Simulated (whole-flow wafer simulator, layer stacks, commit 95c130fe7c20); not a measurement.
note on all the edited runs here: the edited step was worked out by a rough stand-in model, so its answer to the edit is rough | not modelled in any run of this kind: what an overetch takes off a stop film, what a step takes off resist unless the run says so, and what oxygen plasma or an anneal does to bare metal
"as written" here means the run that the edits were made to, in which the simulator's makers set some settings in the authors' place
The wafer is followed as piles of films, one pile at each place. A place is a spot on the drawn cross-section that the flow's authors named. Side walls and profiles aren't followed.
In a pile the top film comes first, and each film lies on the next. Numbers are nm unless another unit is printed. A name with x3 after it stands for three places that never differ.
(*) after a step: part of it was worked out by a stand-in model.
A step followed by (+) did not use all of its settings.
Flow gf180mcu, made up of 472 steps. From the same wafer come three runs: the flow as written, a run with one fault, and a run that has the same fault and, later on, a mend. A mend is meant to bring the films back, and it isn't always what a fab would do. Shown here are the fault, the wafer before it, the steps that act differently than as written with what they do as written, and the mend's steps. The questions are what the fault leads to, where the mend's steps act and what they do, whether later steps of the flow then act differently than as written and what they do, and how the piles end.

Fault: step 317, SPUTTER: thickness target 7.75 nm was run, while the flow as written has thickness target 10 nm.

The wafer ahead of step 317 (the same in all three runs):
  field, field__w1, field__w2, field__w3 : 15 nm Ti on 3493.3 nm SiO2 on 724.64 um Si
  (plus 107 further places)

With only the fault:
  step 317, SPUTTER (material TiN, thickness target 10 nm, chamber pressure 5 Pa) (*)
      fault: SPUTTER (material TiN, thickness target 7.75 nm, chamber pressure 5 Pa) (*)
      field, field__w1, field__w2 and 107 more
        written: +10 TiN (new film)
        fault: +7.75 TiN (new film)
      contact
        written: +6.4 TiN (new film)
        fault: +4.97 TiN (new film)
  Steps later in the flow that act otherwise than as written (1 other step is not shown; it differs only slightly, by no more than 2% or 0.5 nm, whichever is larger):
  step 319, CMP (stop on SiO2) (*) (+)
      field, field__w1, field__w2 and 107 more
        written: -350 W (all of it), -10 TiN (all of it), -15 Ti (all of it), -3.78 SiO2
        fault: -350 W (all of it), -7.75 TiN (all of it), -15 Ti (all of it), -3.76 SiO2
  At contact, the piles at the end differ from the flow's by more than 2% or 0.5 nm, whichever is larger.
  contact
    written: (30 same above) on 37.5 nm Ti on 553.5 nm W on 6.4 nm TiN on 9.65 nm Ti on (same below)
    fault: (30 same above) on 37.5 nm Ti on 555 nm W on 4.97 nm TiN on 9.65 nm Ti on (same below)

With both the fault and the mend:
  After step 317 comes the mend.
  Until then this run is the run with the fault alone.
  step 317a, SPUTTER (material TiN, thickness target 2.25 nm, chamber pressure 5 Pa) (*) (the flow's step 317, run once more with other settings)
      field, field__w1, field__w2 and 107 more
        +2.25 TiN
      contact
        +1.44 TiN
  Every later step of the flow that is run acts as written at every place that is followed.
  The piles end the same as the flow's at every place that both follow.
